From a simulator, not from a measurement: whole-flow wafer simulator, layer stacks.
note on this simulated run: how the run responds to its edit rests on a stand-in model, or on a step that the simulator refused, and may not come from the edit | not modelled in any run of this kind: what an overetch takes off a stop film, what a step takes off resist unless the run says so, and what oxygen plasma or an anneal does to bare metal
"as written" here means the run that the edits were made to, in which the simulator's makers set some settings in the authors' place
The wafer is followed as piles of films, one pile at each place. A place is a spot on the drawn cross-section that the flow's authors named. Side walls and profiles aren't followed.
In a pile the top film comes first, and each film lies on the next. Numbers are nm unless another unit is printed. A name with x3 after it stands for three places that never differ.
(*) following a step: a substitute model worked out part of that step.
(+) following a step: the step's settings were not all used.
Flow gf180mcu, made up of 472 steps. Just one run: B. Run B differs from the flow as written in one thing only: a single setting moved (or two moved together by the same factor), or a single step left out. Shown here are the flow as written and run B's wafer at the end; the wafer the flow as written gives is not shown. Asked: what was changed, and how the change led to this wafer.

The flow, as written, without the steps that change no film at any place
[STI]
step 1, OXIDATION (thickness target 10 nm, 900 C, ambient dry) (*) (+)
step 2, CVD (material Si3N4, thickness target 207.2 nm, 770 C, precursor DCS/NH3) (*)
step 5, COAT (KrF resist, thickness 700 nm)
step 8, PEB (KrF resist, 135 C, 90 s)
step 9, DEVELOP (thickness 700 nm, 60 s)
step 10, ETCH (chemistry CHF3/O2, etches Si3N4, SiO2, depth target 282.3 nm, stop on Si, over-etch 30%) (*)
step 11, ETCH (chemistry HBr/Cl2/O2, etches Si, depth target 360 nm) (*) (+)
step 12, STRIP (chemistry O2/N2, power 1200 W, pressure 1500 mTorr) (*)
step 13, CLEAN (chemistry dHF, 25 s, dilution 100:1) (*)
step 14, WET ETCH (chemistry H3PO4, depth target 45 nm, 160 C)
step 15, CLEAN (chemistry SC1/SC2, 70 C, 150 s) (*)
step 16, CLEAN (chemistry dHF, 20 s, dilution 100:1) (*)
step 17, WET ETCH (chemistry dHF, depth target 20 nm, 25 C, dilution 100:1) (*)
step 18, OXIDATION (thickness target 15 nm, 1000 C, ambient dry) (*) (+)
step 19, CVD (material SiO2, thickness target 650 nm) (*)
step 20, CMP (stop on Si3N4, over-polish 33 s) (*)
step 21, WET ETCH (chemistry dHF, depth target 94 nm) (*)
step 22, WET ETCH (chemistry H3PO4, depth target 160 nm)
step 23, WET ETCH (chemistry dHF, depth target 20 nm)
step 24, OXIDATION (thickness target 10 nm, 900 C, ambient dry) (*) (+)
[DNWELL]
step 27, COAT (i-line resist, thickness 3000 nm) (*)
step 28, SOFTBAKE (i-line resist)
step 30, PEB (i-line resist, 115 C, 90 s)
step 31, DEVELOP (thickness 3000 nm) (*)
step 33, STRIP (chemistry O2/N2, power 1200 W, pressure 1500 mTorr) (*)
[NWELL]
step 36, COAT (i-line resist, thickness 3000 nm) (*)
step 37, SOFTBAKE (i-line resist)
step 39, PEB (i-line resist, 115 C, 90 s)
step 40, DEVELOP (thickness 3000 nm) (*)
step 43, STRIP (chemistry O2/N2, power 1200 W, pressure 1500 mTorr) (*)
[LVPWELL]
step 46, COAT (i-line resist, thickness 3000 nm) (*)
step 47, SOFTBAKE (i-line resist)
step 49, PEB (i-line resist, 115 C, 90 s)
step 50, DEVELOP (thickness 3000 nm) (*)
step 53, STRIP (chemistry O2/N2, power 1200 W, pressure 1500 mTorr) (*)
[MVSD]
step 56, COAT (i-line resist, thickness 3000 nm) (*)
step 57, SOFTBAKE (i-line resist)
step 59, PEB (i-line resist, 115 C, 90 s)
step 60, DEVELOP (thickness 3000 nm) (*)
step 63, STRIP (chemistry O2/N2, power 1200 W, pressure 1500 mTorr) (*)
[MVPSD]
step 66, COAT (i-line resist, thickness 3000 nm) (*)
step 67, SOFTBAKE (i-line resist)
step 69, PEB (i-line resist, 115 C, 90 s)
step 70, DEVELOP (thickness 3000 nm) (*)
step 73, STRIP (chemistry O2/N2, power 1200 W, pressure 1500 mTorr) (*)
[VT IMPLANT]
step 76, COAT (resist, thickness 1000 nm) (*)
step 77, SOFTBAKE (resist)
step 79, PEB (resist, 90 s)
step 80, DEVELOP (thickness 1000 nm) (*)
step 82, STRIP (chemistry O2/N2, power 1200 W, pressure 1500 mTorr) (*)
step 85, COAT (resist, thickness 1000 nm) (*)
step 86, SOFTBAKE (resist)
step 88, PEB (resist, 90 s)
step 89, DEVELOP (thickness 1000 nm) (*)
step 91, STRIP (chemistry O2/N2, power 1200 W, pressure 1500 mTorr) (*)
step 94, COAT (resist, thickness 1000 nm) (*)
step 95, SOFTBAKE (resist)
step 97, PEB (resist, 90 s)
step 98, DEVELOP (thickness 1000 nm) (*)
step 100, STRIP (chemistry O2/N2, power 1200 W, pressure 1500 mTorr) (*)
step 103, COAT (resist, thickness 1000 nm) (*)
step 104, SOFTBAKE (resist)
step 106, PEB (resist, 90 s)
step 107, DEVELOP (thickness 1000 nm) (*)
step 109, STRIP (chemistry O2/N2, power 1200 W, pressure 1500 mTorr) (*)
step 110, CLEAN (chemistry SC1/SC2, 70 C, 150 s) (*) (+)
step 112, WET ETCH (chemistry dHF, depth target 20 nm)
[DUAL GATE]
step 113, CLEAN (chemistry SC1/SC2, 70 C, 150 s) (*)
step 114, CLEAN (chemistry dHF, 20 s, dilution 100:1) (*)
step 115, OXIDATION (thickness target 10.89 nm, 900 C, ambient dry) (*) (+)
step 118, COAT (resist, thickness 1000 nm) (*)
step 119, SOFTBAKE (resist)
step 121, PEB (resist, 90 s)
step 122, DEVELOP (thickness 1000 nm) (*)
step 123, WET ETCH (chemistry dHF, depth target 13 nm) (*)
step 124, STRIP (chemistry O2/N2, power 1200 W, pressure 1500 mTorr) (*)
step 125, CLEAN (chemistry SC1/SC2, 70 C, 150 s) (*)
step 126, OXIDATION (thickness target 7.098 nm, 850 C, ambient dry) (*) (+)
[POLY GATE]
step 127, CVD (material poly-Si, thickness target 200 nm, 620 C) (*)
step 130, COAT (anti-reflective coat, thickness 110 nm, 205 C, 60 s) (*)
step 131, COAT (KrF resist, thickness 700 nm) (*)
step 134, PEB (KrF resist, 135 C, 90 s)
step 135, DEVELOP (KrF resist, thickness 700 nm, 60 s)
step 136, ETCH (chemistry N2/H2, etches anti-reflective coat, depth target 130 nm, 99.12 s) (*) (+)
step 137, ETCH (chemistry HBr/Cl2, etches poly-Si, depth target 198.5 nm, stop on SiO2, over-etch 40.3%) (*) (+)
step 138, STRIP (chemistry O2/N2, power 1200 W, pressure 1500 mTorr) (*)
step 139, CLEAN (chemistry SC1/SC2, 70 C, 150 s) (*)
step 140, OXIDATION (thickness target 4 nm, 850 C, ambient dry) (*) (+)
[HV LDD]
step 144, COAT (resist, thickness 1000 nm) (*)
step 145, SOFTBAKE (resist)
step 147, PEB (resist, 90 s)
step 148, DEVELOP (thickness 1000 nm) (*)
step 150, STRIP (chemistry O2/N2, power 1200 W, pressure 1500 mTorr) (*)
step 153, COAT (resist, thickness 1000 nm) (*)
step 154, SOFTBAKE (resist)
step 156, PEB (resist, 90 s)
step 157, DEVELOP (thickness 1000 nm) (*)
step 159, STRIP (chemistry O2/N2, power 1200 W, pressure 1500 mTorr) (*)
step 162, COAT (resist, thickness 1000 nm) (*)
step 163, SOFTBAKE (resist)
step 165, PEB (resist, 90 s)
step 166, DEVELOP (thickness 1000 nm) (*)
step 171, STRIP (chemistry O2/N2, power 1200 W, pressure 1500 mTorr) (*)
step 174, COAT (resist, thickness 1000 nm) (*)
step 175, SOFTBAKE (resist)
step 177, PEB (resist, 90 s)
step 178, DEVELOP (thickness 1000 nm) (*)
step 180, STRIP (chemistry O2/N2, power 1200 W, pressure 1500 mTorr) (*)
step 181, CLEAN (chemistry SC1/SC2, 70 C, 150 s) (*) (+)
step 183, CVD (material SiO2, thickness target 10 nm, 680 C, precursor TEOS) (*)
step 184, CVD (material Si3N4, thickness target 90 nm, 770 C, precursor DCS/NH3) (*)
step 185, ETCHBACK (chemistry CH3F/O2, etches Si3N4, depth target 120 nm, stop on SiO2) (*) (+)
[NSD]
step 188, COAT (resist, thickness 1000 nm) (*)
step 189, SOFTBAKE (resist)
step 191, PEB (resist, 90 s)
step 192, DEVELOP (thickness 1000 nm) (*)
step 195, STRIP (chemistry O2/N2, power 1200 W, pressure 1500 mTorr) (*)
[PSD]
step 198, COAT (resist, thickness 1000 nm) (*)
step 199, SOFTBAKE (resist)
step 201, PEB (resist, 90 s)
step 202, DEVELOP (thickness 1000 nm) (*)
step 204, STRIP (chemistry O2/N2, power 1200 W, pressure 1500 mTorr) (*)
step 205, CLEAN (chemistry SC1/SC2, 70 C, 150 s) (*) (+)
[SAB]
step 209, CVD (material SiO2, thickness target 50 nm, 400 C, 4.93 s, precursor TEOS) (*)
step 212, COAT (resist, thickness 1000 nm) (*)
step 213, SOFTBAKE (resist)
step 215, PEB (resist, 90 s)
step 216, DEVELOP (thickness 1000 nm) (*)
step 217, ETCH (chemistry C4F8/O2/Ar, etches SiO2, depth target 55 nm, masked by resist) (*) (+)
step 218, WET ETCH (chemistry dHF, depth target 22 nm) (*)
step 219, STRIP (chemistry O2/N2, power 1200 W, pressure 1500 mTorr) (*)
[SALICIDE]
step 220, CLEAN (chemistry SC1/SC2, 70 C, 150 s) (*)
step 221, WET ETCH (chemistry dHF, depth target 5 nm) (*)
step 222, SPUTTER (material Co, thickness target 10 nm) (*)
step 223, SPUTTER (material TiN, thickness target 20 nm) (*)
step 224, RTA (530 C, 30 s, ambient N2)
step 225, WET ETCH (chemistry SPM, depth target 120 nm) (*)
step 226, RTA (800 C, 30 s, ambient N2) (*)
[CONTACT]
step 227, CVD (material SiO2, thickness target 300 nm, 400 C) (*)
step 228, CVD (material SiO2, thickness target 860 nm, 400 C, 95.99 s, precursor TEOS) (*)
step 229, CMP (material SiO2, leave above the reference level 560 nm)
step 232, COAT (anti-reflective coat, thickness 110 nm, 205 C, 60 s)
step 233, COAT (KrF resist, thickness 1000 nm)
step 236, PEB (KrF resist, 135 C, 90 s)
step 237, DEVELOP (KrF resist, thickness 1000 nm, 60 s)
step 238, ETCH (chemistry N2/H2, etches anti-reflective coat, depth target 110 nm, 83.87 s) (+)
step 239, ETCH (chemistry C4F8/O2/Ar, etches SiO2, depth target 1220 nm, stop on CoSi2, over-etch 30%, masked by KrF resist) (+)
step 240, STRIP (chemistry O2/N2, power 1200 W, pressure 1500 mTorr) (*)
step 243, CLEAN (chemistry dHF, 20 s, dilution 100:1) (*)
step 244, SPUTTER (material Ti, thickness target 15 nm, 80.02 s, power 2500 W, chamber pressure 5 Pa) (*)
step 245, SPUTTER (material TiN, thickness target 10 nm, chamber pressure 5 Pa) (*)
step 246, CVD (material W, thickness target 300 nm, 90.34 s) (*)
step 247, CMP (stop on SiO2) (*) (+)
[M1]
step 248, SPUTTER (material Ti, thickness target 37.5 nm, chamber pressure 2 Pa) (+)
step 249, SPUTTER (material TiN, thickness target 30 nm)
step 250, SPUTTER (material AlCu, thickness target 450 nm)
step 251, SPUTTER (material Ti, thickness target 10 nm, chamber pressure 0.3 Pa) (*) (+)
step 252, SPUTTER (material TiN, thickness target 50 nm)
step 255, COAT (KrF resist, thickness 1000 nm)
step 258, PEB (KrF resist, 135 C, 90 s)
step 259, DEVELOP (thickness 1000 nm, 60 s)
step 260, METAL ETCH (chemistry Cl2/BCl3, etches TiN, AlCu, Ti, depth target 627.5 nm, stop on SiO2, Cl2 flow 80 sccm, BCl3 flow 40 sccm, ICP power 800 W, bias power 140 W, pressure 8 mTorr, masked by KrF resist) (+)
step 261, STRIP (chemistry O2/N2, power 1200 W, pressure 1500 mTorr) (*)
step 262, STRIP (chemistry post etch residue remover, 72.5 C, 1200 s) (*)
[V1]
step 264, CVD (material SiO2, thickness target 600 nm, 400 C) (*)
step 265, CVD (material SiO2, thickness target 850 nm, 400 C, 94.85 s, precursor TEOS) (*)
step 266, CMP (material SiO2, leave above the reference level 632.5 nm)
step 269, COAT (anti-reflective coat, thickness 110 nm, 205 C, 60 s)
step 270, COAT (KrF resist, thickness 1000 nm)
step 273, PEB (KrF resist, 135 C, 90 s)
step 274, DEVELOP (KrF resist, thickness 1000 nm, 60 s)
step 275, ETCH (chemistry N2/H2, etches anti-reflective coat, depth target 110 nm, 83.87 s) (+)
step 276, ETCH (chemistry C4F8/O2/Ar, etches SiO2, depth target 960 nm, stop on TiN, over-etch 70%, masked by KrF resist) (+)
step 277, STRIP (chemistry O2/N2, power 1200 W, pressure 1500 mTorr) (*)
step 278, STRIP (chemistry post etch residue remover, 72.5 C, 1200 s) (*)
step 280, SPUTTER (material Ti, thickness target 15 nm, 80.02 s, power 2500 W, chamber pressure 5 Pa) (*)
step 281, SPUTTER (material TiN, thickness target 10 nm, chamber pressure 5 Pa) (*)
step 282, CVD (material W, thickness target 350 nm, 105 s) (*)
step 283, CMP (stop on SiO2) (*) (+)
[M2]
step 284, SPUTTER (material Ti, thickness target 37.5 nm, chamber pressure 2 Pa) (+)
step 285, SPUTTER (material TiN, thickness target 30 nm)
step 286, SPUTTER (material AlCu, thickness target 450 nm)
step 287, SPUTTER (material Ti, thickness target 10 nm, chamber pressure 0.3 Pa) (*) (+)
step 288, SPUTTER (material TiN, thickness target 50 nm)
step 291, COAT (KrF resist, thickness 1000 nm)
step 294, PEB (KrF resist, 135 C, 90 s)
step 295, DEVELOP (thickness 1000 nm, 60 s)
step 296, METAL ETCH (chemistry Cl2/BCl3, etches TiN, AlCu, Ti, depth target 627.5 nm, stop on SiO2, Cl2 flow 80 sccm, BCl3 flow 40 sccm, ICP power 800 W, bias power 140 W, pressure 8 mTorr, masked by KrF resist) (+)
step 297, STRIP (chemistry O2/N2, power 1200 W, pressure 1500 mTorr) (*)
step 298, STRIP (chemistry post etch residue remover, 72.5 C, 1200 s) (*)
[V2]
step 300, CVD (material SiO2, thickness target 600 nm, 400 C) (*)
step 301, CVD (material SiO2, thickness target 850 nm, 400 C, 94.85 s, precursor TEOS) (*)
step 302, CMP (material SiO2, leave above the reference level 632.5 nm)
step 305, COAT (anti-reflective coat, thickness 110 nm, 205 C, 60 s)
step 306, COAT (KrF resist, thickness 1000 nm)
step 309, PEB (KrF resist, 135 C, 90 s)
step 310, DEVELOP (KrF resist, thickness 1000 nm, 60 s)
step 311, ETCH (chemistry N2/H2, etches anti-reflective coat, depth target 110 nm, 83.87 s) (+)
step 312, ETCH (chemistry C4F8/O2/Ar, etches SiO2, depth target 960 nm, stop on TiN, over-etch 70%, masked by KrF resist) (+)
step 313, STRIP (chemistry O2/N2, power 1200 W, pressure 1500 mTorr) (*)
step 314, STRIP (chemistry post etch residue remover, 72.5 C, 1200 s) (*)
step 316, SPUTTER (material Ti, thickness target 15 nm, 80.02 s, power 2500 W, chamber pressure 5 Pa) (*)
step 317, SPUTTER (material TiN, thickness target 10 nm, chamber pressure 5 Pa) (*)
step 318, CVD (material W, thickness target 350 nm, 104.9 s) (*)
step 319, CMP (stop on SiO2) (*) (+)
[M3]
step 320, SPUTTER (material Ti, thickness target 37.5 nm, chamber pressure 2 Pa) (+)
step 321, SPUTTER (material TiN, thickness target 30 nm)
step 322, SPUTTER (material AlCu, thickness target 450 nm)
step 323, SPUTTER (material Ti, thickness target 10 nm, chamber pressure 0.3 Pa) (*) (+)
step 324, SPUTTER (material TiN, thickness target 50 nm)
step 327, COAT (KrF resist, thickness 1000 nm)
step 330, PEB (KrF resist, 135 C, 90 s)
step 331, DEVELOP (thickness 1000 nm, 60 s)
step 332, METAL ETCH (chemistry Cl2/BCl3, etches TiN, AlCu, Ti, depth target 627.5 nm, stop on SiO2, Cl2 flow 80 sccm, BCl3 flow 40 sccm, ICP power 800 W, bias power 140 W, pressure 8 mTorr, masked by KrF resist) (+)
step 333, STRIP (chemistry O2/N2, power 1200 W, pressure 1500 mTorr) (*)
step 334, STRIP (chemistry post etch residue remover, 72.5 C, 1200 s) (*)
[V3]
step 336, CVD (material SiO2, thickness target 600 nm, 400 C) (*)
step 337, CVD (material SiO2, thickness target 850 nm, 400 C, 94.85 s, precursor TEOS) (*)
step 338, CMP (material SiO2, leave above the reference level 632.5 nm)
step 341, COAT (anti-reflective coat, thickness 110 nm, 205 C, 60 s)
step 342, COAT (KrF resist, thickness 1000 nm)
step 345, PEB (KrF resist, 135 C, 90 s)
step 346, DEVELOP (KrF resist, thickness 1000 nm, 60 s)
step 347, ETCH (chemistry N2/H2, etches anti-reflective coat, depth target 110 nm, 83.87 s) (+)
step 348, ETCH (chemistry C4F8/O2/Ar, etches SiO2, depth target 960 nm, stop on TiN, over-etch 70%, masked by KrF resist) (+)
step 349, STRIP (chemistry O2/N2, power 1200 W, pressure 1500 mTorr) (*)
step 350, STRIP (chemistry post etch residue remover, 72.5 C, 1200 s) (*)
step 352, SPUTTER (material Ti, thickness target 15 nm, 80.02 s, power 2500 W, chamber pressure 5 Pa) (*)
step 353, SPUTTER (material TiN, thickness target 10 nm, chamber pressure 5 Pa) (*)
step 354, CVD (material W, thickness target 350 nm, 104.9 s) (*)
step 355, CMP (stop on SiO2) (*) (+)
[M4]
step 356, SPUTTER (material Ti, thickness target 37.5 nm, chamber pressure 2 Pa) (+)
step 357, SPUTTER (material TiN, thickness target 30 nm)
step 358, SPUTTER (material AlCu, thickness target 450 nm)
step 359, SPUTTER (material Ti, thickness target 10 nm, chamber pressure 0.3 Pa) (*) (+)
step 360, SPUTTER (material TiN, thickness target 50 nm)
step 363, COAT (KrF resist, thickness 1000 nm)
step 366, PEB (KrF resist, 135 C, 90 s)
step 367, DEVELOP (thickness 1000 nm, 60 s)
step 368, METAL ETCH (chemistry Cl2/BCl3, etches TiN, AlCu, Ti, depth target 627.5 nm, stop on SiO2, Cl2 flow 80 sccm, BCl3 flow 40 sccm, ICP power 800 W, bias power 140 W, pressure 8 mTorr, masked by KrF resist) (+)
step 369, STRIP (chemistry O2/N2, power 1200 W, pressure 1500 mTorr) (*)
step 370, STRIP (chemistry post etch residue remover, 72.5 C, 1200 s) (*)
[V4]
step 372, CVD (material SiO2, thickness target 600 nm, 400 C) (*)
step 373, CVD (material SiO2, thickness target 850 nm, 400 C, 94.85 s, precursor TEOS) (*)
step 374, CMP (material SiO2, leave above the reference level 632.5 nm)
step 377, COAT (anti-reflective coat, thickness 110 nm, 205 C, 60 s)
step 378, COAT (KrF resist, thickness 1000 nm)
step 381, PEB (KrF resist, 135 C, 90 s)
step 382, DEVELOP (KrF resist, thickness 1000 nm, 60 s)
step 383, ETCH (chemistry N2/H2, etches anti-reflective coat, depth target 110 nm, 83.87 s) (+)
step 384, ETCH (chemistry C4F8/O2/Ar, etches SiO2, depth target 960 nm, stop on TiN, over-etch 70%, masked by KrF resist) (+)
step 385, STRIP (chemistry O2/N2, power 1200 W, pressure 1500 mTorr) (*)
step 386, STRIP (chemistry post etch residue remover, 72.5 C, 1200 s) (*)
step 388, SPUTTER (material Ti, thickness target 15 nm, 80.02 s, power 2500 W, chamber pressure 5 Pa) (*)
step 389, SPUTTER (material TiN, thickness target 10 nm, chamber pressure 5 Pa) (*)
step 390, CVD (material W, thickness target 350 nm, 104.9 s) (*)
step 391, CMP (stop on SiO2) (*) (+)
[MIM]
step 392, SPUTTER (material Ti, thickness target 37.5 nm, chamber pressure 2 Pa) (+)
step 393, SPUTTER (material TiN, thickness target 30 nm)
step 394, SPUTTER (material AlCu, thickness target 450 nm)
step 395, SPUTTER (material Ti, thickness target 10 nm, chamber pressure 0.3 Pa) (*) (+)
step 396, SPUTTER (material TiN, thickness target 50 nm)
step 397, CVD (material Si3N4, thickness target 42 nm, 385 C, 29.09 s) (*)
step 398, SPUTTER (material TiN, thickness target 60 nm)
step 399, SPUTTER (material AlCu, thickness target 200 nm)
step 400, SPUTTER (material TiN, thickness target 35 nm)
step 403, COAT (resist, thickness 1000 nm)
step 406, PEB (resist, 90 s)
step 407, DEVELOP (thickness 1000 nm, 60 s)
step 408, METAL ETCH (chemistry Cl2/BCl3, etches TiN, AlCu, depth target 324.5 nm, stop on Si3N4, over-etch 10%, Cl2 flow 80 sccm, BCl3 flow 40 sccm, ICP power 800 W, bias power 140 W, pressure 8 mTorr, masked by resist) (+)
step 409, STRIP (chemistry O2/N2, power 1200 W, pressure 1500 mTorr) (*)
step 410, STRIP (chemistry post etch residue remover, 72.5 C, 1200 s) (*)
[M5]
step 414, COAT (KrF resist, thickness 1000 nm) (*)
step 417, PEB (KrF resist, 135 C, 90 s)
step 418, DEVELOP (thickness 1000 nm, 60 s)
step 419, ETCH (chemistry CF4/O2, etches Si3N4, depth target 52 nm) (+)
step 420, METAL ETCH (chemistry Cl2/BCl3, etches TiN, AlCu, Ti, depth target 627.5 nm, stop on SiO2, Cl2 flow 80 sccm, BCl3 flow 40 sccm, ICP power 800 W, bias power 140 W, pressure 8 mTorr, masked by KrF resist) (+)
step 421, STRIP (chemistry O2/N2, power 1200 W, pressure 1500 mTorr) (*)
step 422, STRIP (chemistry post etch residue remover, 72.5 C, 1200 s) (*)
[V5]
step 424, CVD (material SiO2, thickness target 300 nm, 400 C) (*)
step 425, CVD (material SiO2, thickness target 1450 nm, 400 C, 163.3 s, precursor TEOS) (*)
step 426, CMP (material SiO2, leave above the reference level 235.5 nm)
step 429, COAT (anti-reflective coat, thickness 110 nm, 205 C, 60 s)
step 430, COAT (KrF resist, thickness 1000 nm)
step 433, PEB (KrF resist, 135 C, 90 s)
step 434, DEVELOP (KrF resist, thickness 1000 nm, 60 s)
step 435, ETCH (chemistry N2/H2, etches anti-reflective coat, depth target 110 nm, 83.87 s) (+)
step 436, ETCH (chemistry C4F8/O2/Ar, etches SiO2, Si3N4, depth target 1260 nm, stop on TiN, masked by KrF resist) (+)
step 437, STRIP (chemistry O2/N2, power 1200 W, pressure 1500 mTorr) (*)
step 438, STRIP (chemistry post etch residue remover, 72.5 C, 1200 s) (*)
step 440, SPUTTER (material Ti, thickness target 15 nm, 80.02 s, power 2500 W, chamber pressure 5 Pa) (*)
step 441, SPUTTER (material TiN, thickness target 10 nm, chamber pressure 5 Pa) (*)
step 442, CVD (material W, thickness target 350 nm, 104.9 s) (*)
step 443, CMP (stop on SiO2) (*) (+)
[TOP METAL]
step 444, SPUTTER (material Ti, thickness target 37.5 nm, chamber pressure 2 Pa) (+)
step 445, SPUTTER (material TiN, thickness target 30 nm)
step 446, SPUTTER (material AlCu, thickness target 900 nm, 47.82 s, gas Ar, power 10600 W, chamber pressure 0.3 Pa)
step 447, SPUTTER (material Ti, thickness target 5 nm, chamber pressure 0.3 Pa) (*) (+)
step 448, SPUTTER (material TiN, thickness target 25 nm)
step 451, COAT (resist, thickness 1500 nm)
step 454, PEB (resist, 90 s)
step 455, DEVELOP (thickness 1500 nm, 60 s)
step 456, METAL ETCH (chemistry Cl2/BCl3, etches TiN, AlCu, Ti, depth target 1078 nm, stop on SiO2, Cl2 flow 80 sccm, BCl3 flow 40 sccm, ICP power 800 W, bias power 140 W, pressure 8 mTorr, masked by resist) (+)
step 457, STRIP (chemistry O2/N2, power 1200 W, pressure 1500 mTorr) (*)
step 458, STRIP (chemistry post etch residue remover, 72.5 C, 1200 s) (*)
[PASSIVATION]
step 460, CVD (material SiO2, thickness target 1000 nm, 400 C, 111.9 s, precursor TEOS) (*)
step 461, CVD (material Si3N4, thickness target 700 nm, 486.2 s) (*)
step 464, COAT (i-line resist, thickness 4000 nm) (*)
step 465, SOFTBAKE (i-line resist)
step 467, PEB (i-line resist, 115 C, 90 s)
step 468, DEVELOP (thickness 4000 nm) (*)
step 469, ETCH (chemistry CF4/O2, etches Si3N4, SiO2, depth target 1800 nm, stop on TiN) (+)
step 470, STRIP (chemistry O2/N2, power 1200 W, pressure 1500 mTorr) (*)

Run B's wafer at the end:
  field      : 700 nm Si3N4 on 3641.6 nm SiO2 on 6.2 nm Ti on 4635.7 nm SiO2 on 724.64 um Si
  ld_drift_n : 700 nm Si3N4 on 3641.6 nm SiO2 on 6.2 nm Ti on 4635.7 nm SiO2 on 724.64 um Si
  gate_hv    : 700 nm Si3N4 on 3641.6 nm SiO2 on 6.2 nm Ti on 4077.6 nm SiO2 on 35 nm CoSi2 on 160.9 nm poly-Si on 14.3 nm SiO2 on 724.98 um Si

What caused this: step 358, SPUTTER: thickness target 506.2 nm was run, whereas the flow has thickness target 450 nm.

Step by step, how the change led to this:
  step 358, SPUTTER (material AlCu, thickness target 450 nm)
      field, field__w1, field__w2 and 108 more: +506.2 AlCu (new film) (it would be, as written: +450 AlCu (new film))
  step 368, METAL ETCH (chemistry Cl2/BCl3, etches TiN, AlCu, Ti, depth target 627.5 nm, stop on SiO2, Cl2 flow 80 sccm, BCl3 flow 40 sccm, ICP power 800 W, bias power 140 W, pressure 8 mTorr, masked by KrF resist) (+)
      field, field__w1, field__w2 and 103 more: -50 TiN (all of it), -10 Ti (all of it), -506.2 AlCu (all of it), -30 TiN (all of it), -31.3 Ti (it would be, as written: -50 TiN (all of it), -10 Ti (all of it), -450 AlCu (all of it), -30 TiN (all of it), -37.5 Ti (all of it))
  step 372, CVD (material SiO2, thickness target 600 nm, 400 C) (*)
      field, field__w1, field__w2 and 103 more: +600 SiO2 (new film) (it would be, as written: +600 SiO2)
  step 374, CMP (material SiO2, leave above the reference level 632.5 nm)
      field, field__w1, field__w2 and 103 more: -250 SiO2 (it would be, as written: -300 SiO2)
With metal films that touch counted as one body, field has 1 body; the flow as written gives 0 bodies.
With metal films that touch counted as one body, ld_drift_n has 1 body; the flow as written gives 0 bodies.
With metal films that touch counted as one body, gate_hv has 2 bodies (between them, from the top down: SiO2 4077.6); the flow as written gives 1 body.
